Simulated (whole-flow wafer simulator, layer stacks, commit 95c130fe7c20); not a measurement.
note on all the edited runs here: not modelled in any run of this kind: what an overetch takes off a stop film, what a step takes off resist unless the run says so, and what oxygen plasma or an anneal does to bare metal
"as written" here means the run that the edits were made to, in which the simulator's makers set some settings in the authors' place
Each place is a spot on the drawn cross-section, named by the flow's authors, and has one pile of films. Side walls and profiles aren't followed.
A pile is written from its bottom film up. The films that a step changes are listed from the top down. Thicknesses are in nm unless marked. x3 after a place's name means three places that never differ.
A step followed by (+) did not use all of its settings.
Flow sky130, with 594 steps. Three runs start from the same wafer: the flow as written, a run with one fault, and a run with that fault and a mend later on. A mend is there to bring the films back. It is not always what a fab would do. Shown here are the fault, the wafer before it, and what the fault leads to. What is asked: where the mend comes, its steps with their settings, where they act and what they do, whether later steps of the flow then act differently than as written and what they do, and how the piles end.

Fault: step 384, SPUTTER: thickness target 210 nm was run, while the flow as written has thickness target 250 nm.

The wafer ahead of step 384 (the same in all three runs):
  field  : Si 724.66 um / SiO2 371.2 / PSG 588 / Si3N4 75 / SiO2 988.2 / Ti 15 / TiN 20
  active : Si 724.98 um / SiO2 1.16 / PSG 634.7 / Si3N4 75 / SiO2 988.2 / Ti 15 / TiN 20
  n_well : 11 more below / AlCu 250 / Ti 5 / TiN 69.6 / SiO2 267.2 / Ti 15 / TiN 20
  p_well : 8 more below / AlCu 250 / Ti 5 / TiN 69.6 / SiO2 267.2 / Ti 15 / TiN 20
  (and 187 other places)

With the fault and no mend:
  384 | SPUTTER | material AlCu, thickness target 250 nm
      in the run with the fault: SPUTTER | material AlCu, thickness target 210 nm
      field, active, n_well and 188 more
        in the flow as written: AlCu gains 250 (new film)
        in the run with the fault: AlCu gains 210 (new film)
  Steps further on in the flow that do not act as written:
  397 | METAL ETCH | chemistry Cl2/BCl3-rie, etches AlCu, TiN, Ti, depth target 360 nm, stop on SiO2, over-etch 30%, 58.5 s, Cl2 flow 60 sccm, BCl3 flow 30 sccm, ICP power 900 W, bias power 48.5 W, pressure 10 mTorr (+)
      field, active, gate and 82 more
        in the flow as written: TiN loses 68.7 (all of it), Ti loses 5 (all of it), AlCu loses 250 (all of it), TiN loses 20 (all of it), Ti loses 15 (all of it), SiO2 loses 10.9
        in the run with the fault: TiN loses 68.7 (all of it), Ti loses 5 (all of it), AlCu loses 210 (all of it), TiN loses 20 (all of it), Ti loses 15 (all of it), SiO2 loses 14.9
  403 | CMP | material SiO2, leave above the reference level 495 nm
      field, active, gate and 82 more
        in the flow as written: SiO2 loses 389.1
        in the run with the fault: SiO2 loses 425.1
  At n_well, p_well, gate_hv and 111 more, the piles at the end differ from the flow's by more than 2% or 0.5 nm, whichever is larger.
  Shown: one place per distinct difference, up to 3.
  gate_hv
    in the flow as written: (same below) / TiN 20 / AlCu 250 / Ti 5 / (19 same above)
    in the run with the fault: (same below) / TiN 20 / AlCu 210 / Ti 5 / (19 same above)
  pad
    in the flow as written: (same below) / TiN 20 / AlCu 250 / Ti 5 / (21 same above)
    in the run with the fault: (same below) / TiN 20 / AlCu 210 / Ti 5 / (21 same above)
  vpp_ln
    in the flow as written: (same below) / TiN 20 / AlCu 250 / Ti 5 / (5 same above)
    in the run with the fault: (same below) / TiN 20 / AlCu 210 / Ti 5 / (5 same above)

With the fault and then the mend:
  The mend stands after step 384.
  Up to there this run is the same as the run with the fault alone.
  384a | SPUTTER | material AlCu, thickness target 40 nm (a further turn of the flow's step 384, with different settings)
      field, active, n_well and 188 more
        AlCu gains 40
  None of the later steps of the flow acts differently than as written at any place that is followed.
  The piles end the same as the flow's at every place that both follow.
